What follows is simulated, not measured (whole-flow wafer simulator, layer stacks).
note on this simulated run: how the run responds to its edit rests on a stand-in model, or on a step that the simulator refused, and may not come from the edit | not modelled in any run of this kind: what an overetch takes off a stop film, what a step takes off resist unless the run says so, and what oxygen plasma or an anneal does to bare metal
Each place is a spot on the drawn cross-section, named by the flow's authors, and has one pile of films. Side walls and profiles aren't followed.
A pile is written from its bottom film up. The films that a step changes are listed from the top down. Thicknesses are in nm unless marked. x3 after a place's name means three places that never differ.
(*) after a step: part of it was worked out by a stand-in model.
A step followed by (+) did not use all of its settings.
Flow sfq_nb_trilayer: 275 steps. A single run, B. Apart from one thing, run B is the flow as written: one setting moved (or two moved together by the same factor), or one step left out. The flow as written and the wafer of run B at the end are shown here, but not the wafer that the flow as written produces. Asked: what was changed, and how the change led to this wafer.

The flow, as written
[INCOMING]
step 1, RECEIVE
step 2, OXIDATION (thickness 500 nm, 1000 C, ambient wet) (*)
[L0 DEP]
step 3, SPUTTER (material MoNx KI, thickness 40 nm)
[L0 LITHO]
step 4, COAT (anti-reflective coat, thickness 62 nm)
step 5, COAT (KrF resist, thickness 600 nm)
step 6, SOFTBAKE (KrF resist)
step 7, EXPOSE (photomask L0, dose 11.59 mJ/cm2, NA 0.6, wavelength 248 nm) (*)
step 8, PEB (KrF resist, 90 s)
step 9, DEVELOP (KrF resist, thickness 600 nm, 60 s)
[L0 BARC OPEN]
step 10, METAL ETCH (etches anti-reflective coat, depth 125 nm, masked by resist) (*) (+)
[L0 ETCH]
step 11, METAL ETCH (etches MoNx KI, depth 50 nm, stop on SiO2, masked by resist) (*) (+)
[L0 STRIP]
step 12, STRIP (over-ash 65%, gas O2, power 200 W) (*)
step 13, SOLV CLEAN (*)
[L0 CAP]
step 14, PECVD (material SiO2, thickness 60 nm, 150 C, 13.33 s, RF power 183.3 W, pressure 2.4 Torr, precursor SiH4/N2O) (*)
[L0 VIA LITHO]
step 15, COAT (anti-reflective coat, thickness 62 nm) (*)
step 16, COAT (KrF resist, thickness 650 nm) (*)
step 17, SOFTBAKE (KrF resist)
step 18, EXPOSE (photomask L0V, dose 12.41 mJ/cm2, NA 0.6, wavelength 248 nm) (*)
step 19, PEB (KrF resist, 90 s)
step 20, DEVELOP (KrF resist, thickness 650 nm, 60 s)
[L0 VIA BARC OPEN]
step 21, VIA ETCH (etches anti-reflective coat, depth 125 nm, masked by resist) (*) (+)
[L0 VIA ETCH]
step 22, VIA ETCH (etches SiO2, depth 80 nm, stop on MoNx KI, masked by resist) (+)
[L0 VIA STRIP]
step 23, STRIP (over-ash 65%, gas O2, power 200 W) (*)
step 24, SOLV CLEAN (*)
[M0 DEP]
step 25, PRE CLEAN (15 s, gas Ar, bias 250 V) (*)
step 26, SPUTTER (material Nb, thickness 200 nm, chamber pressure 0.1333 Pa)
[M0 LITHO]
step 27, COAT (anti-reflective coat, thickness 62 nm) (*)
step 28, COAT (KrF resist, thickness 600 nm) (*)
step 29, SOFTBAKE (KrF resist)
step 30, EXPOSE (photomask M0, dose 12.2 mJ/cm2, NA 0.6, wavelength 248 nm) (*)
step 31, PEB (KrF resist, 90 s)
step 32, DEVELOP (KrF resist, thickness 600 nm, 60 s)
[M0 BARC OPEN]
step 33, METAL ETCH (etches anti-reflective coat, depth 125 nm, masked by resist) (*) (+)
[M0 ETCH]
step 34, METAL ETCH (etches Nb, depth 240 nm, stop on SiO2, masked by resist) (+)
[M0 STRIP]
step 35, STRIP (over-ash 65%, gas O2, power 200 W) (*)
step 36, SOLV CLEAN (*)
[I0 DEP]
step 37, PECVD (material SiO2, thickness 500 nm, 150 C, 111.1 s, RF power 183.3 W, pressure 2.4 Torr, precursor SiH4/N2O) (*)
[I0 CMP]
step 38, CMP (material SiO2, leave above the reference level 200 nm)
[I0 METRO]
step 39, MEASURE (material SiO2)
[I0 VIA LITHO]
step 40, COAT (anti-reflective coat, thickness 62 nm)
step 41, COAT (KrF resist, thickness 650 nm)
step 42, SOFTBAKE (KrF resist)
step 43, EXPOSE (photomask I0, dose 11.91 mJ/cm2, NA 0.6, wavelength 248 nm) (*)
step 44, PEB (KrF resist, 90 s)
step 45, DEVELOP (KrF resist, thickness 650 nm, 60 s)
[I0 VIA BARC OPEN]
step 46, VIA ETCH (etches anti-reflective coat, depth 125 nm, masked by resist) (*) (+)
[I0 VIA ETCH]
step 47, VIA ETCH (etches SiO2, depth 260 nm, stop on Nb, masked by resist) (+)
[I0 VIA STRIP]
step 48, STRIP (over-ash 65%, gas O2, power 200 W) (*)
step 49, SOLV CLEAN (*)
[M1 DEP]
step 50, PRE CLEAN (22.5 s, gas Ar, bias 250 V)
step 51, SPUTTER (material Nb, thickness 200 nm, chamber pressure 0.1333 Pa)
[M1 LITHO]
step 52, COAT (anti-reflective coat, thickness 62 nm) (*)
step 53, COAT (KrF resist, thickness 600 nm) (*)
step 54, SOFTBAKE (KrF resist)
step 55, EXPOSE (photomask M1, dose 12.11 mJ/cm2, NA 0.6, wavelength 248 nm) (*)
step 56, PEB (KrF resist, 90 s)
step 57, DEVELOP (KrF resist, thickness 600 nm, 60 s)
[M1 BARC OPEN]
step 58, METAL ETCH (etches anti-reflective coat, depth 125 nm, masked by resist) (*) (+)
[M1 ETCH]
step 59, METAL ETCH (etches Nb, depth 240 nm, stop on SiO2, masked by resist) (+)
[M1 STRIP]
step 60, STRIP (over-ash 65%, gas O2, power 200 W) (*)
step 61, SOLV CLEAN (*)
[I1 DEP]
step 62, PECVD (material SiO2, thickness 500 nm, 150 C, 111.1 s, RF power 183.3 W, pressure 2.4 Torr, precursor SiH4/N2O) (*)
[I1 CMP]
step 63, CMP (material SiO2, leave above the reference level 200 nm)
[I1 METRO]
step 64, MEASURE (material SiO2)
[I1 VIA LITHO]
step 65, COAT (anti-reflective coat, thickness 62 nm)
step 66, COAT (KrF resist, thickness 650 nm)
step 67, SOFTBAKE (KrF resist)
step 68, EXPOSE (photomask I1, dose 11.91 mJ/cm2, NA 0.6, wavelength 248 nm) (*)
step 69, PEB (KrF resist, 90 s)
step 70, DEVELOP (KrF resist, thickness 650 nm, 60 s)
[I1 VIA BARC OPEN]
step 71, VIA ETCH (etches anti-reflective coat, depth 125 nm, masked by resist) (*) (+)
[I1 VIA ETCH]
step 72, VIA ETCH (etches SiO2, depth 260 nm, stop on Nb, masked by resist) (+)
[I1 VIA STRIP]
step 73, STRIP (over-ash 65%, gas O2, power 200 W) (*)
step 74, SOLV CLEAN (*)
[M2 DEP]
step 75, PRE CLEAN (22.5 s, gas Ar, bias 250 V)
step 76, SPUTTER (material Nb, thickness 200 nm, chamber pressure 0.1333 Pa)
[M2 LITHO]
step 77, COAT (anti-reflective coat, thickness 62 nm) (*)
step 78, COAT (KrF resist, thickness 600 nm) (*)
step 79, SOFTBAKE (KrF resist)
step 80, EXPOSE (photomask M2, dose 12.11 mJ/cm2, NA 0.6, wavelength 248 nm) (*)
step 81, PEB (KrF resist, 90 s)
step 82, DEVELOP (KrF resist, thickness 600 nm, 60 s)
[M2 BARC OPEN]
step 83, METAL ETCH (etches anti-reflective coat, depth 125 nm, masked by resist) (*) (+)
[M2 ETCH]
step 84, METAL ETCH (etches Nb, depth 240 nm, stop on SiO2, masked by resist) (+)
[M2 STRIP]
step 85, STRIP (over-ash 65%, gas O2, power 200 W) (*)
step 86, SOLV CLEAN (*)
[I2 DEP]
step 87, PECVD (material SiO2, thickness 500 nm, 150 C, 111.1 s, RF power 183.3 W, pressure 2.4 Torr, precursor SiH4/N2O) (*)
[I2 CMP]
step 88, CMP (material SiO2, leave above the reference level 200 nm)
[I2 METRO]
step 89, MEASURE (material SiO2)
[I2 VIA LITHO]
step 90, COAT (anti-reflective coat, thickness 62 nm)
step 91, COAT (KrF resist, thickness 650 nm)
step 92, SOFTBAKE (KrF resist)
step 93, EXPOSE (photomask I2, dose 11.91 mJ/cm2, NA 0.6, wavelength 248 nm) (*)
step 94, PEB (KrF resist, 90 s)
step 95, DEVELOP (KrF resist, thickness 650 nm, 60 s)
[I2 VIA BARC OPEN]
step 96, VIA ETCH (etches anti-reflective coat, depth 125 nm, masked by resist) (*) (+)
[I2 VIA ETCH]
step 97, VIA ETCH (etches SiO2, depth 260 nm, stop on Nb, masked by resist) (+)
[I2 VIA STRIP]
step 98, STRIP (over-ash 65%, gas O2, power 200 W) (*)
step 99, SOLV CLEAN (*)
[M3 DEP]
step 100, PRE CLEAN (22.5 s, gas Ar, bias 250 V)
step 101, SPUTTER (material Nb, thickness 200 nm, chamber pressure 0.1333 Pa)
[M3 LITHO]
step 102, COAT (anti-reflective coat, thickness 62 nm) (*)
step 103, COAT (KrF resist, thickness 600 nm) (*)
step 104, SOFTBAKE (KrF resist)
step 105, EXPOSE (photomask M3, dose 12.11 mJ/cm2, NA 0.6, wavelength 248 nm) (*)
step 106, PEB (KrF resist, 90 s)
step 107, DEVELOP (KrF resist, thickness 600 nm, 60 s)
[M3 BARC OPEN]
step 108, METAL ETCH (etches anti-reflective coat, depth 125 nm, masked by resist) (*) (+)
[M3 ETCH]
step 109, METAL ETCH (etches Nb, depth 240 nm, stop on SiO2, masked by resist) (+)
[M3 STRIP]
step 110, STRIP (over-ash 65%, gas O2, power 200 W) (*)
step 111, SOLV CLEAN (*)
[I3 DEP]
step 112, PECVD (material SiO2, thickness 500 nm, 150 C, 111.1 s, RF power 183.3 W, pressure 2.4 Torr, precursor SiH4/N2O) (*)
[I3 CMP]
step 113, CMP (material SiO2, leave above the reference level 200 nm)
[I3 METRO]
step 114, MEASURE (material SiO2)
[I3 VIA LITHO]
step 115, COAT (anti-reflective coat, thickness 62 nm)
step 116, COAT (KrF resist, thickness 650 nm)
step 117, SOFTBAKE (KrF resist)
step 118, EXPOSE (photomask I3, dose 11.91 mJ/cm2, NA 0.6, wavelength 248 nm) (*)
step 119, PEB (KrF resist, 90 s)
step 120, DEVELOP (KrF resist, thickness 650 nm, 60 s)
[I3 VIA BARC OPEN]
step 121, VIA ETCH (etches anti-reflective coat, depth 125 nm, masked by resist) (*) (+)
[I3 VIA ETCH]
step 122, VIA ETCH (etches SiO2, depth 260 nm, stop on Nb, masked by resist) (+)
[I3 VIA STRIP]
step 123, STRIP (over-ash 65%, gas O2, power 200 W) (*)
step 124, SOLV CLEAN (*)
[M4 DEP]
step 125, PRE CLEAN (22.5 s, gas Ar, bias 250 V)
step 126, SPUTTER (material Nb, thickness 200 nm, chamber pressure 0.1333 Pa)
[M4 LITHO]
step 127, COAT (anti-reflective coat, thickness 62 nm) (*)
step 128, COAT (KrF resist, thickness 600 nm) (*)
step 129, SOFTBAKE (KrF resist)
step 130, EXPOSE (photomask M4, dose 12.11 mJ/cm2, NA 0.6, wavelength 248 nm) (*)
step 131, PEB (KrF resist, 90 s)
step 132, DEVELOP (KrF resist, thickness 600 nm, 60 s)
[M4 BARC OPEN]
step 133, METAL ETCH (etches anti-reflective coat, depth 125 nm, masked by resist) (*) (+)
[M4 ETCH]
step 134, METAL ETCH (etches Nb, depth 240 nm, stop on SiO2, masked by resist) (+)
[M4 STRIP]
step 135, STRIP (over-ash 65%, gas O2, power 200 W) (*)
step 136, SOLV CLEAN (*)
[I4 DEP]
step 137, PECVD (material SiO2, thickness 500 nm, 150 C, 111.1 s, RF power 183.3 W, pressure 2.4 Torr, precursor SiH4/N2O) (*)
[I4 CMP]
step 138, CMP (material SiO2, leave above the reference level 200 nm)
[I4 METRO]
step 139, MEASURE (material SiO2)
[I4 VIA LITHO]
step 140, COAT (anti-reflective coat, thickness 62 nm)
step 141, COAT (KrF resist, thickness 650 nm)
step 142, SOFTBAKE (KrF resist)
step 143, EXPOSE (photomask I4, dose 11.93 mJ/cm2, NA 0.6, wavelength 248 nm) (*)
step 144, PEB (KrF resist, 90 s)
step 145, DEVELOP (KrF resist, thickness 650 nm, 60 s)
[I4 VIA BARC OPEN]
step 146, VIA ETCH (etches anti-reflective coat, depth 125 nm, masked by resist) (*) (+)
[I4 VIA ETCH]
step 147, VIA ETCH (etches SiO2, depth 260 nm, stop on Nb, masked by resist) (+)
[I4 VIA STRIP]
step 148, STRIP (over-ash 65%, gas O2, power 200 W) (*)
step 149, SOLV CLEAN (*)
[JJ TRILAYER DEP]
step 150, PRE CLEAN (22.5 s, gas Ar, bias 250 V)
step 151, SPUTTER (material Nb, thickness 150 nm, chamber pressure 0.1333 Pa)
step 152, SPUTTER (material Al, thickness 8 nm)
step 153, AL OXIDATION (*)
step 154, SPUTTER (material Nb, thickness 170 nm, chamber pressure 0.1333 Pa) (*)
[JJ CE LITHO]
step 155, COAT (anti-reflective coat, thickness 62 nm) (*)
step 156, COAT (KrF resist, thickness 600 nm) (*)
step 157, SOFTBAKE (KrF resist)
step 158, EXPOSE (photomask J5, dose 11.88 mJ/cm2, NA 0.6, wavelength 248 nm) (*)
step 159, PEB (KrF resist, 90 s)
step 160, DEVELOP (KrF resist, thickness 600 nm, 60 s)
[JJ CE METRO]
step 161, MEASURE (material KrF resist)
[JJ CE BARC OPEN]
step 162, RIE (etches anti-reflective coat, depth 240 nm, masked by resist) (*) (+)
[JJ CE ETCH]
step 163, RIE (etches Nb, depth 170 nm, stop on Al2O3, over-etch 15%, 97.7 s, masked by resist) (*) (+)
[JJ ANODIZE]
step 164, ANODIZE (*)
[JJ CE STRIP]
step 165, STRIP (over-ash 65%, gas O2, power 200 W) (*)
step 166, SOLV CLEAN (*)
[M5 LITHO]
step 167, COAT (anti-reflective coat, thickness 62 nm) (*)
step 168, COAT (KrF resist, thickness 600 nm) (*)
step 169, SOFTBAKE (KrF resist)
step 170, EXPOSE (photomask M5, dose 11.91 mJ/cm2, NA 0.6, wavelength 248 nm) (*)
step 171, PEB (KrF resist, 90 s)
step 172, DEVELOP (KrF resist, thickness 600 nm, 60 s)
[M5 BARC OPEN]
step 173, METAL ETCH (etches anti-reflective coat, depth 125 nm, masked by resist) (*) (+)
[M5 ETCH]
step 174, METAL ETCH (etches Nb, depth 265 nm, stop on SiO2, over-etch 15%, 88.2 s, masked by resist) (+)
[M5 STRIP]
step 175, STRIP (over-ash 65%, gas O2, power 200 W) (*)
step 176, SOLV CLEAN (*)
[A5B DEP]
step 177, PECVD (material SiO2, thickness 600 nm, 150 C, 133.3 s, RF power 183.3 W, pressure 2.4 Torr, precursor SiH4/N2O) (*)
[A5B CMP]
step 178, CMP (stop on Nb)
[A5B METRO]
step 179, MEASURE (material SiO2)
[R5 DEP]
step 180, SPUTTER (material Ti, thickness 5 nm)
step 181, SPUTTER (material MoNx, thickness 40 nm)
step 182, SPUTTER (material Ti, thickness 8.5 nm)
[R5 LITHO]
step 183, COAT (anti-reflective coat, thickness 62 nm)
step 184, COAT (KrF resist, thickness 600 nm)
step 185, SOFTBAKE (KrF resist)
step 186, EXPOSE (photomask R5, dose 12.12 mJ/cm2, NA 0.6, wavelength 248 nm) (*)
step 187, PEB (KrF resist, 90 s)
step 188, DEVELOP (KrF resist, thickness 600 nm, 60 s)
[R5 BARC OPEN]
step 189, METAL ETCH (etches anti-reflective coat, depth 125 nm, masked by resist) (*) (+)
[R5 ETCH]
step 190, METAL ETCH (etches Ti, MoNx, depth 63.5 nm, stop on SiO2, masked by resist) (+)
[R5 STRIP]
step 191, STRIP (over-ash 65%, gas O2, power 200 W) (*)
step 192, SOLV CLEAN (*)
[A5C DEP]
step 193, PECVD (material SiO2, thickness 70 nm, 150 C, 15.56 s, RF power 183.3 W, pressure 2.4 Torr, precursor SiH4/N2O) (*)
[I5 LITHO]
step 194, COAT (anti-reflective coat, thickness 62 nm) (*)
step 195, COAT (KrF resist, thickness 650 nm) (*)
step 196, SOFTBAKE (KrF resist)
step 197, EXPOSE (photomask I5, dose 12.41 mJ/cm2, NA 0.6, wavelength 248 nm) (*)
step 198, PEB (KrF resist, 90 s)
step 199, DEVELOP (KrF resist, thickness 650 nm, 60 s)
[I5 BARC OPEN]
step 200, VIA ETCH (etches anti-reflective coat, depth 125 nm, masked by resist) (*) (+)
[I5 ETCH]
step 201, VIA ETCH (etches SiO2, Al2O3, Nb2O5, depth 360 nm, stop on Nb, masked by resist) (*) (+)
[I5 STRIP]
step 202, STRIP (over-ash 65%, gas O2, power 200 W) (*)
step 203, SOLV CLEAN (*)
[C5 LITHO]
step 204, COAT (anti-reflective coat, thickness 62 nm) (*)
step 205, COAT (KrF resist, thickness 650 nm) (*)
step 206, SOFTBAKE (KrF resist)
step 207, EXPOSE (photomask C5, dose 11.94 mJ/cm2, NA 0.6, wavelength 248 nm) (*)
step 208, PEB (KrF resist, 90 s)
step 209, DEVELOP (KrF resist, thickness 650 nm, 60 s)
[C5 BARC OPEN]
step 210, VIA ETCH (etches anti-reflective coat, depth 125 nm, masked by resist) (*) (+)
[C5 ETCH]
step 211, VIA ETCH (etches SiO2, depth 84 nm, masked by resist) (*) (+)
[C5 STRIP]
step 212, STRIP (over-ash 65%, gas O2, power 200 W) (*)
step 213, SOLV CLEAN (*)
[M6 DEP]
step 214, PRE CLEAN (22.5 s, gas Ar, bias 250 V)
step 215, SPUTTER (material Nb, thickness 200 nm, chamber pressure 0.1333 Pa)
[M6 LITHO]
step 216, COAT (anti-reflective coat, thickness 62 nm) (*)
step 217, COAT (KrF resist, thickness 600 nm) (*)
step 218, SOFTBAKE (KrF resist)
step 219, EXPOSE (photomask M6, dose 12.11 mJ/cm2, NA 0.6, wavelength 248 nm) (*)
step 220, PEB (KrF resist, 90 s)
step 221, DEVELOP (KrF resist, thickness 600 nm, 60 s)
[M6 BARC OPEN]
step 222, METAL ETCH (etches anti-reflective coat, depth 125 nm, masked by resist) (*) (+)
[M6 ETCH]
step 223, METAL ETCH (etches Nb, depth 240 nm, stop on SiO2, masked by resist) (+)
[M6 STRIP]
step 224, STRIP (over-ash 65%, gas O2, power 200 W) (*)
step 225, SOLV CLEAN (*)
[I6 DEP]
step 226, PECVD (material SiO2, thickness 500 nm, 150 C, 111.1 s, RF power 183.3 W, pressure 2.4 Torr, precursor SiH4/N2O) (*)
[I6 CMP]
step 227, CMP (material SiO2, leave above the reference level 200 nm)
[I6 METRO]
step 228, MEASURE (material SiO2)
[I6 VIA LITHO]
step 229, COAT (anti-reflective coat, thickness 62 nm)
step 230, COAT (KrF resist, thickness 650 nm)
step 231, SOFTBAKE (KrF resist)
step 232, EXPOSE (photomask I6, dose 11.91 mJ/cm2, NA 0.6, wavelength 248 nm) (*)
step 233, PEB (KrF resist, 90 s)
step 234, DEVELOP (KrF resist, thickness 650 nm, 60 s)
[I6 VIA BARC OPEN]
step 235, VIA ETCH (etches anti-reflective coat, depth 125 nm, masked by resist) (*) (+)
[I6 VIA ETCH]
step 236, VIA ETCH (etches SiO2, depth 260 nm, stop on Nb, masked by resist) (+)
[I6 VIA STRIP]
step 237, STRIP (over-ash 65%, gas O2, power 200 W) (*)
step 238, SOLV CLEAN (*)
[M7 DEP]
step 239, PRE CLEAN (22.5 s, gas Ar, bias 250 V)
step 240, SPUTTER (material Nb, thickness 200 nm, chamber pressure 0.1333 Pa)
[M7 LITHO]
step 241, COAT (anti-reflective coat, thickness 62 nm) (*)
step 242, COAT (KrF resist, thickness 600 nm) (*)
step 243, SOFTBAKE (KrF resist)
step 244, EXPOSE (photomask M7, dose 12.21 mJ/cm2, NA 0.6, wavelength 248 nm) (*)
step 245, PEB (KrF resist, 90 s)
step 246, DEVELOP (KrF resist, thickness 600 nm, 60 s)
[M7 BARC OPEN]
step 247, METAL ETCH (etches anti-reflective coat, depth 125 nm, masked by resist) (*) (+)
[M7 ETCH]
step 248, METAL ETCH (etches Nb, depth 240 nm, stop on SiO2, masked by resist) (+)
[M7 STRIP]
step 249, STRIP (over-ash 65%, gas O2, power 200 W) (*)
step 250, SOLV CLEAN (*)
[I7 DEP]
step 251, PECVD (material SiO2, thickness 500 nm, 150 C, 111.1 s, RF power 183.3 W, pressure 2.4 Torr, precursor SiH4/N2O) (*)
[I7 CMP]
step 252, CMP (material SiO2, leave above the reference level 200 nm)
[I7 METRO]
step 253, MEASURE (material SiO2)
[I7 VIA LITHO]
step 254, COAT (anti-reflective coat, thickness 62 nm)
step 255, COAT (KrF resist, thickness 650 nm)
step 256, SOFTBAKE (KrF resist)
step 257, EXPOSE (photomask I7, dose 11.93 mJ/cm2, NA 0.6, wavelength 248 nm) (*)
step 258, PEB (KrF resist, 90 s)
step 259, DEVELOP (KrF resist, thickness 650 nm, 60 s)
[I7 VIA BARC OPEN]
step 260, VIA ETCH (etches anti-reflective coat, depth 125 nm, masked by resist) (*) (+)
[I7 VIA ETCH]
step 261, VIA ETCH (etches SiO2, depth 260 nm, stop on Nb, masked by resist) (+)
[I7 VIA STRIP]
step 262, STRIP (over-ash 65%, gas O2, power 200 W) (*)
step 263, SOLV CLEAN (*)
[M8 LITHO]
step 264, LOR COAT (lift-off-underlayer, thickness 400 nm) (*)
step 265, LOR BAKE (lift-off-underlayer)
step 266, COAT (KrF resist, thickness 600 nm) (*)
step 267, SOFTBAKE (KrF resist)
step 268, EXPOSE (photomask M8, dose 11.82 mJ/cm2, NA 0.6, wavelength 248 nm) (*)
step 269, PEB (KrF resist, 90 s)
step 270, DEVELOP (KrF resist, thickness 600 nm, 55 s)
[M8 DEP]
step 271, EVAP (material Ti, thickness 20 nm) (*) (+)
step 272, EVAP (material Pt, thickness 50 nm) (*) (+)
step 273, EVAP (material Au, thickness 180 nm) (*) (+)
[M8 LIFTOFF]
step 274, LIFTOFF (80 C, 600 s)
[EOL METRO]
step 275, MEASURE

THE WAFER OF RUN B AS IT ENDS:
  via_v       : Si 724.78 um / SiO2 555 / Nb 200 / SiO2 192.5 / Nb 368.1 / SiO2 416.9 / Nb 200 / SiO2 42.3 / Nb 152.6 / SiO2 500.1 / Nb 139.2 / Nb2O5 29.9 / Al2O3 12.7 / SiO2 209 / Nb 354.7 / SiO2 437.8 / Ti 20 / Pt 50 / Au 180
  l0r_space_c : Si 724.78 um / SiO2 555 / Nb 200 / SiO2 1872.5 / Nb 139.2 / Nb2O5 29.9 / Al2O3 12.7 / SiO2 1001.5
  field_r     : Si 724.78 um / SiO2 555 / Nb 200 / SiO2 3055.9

The reason: step 113, CMP: leave above the reference level 310 nm was run, while the flow as written has leave above the reference level 200 nm.

Step by step, how the change led to this:
  step 113, CMP (material SiO2, leave above the reference level 200 nm)
      field_l, be, be_sur and 64 more: nothing (in the flow as written it would be: -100 SiO2)
      v_sur, via_wl, via_wr and 27 more: -190 SiO2 (in the flow as written it would be: -300 SiO2)
      (as well as at 9 more places)
  step 115, COAT (anti-reflective coat, thickness 62 nm)
      wl_g_sr, m0r_space_l, m0r_space_r, m6r_space_l, m6r_space_r, m7r_space_l, m7r_space_r: +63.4 anti-reflective coat (new film) (in the flow as written it would be: +62 anti-reflective coat (new film))
      be, p4_fm: +63.3 anti-reflective coat (new film) (in the flow as written it would be: +62 anti-reflective coat (new film))
      (as well as at 18 more places)
  step 122, VIA ETCH (etches SiO2, depth 260 nm, stop on Nb, masked by resist) (+)
      via_v: -260 SiO2 (in the flow as written it would be: -199.8 SiO2 (all of it))
  step 123, STRIP (over-ash 65%, gas O2, power 200 W) (*)
      m0r_space_l, m0r_space_r, m6r_space_l, m6r_space_r, m7r_space_l, m7r_space_r: -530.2 KrF resist (all of it), -63.4 anti-reflective coat (all of it) (in the flow as written it would be: -528.6 KrF resist (all of it), -62 anti-reflective coat (all of it))
      wl_d_sl, wl_d_sr: -532.5 KrF resist (all of it), -63.8 anti-reflective coat (all of it) (in the flow as written it would be: -528.6 KrF resist (all of it), -62 anti-reflective coat (all of it))
      (as well as at 19 more places)
  step 125, PRE CLEAN (22.5 s, gas Ar, bias 250 V)
      via_v: -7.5 SiO2 (in the flow as written it would be: -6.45 Nb)
  step 126, SPUTTER (material Nb, thickness 200 nm, chamber pressure 0.1333 Pa)
      via_v: +152.6 Nb (new film) (in the flow as written it would be: +165.5 Nb)
  step 127, COAT (anti-reflective coat, thickness 62 nm) (*)
      p4_fm, wl_g_sr, m0r_space_r, m6r_space_r, m7r_space_r: +63.3 anti-reflective coat (new film) (in the flow as written it would be: +62 anti-reflective coat (new film))
      p4_w3, p3_l6: +60.4 anti-reflective coat (new film) (in the flow as written it would be: +62 anti-reflective coat (new film))
      (as well as at 19 more places)
  step 128, COAT (KrF resist, thickness 600 nm) (*)
      via_v: +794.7 KrF resist (new film) (in the flow as written it would be: +739.8 KrF resist (new film))
  step 133, METAL ETCH (etches anti-reflective coat, depth 125 nm, masked by resist) (*) (+)
      wl_g_sr, m0r_space_r, m6r_space_r, m7r_space_r: -63.3 anti-reflective coat (all of it) (in the flow as written it would be: -62 anti-reflective coat (all of it))
      p3_fr, wl_f_sl: -63.6 anti-reflective coat (all of it) (in the flow as written it would be: -62 anti-reflective coat (all of it))
      (as well as at 9 more places)
  step 135, STRIP (over-ash 65%, gas O2, power 200 W) (*)
      v_sur: -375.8 KrF resist (all of it), -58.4 anti-reflective coat (all of it) (in the flow as written it would be: -379.9 KrF resist (all of it), -61.4 anti-reflective coat (all of it))
      via_wl: -374.1 KrF resist (all of it), -59.9 anti-reflective coat (all of it) (in the flow as written it would be: -379.4 KrF resist (all of it), -61.3 anti-reflective coat (all of it))
      (as well as at 10 more places)
  step 137, PECVD (material SiO2, thickness 500 nm, 150 C, 111.1 s, RF power 183.3 W, pressure 2.4 Torr, precursor SiH4/N2O) (*)
      via_v: +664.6 SiO2 (new film) (in the flow as written it would be: +615 SiO2 (new film))
  step 138, CMP (material SiO2, leave above the reference level 200 nm)
      field_l, be, be_sur and 55 more: -90 SiO2 (in the flow as written it would be: -100 SiO2)
      ln_m5, lsp_m, ln_m6, p4_fl, p4_fm, p4_fr: -290 SiO2 (in the flow as written it would be: -300 SiO2)
      (as well as at 4 more places)
With metal films that touch counted as one body, via_v has 7 bodies (between them, from the top down: SiO2 437.8; SiO2 209 / Al2O3 12.7 / Nb2O5 29.9; SiO2 500.1; SiO2 42.3; SiO2 416.9; SiO2 192.5); the flow as written gives 6 bodies (between them, from the top down: SiO2 437.8; SiO2 209 / Al2O3 12.7 / Nb2O5 29.9; SiO2 425.9; SiO2 416.9; SiO2 192.5).
